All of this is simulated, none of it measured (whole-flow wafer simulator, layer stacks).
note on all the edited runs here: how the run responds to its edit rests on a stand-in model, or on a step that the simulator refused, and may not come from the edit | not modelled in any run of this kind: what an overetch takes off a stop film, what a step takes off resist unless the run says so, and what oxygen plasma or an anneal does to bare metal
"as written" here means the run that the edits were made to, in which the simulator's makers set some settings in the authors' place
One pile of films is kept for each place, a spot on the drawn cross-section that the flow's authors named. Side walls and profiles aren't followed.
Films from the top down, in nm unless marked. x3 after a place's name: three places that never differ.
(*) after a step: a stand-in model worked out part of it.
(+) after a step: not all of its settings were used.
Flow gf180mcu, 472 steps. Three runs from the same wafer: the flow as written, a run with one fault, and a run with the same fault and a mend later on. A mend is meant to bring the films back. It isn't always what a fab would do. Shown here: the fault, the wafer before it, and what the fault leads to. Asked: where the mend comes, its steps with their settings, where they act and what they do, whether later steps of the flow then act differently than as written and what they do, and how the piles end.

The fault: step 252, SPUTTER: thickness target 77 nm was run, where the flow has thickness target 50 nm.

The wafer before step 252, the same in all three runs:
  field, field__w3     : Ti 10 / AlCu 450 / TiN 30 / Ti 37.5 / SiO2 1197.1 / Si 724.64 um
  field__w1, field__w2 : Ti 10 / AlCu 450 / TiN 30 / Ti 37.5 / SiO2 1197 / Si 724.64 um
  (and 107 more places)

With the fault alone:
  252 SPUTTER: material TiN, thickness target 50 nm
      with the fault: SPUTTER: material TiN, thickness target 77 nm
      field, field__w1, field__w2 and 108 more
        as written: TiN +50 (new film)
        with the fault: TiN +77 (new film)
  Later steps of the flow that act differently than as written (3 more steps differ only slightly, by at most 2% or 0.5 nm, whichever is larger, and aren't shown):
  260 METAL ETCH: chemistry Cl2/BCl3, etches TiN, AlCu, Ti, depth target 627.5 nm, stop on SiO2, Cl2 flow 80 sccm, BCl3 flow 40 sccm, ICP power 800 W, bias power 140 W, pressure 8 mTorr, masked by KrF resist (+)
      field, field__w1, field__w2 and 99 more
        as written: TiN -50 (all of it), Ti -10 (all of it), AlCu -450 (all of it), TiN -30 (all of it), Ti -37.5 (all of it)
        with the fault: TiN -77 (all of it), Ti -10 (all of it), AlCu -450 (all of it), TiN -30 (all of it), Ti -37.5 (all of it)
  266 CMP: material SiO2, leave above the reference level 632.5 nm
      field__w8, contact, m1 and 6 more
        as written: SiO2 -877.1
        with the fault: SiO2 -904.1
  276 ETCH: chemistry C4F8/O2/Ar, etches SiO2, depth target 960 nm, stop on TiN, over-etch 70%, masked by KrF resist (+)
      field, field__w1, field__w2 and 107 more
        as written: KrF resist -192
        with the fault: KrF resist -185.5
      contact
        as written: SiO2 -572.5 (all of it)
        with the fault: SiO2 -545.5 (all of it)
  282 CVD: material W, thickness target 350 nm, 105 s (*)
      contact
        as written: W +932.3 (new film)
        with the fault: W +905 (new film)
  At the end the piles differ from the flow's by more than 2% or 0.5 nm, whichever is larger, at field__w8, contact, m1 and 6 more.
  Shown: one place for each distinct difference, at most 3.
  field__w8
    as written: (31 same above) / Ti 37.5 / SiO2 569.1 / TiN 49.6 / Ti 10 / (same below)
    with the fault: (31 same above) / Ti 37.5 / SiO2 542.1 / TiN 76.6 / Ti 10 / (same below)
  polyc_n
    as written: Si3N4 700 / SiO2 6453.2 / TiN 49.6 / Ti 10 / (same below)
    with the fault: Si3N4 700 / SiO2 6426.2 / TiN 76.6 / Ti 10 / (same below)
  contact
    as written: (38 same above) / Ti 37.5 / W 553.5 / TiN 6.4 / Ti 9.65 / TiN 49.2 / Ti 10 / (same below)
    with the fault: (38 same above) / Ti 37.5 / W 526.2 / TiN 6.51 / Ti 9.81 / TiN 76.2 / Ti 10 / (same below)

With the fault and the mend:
  The mend comes after step 259.
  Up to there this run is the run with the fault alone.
  259a STRIP: chemistry O2/N2, power 2160 W, pressure 1700 mTorr (*)
      field__w8, contact, m1 and 6 more
        KrF resist -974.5 (all of it)
  259b METAL ETCH: chemistry Cl2/BCl3, etches TiN, AlCu, Ti, depth target 27 nm, Cl2 flow 80 sccm, BCl3 flow 40 sccm, ICP power 800 W, bias power 140 W, pressure 8 mTorr
      field, field__w1, field__w2 and 108 more
        TiN -27
  259c HMDS: 120 C, 60 s (the flow's step 254 once more)
      changes no film at any place that is followed
  259d COAT: KrF resist, thickness 1000 nm (the flow's step 255 once more)
      field, field__w1, field__w2 and 108 more
        KrF resist +1000 (new film)
  259e SOFTBAKE: KrF resist (the flow's step 256 once more)
      changes no film at any place that is followed
  259f EXPOSE: photomask Metal1 (the flow's step 257 once more)
      changes no film at any place that is followed
  259g PEB: KrF resist, 135 C, 90 s (the flow's step 258 once more)
      field, field__w1, field__w2 and 108 more
        KrF resist -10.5
  259h DEVELOP: thickness 1000 nm, 60 s (the flow's step 259 once more)
      field, field__w1, field__w2 and 99 more
        KrF resist -989.5 (all of it)
      field__w8, contact, m1 and 6 more
        KrF resist -14.9
  No later step of the flow acts differently than as written at any place that is followed.
  At the end the piles are the same as the flow's at every place that both follow.
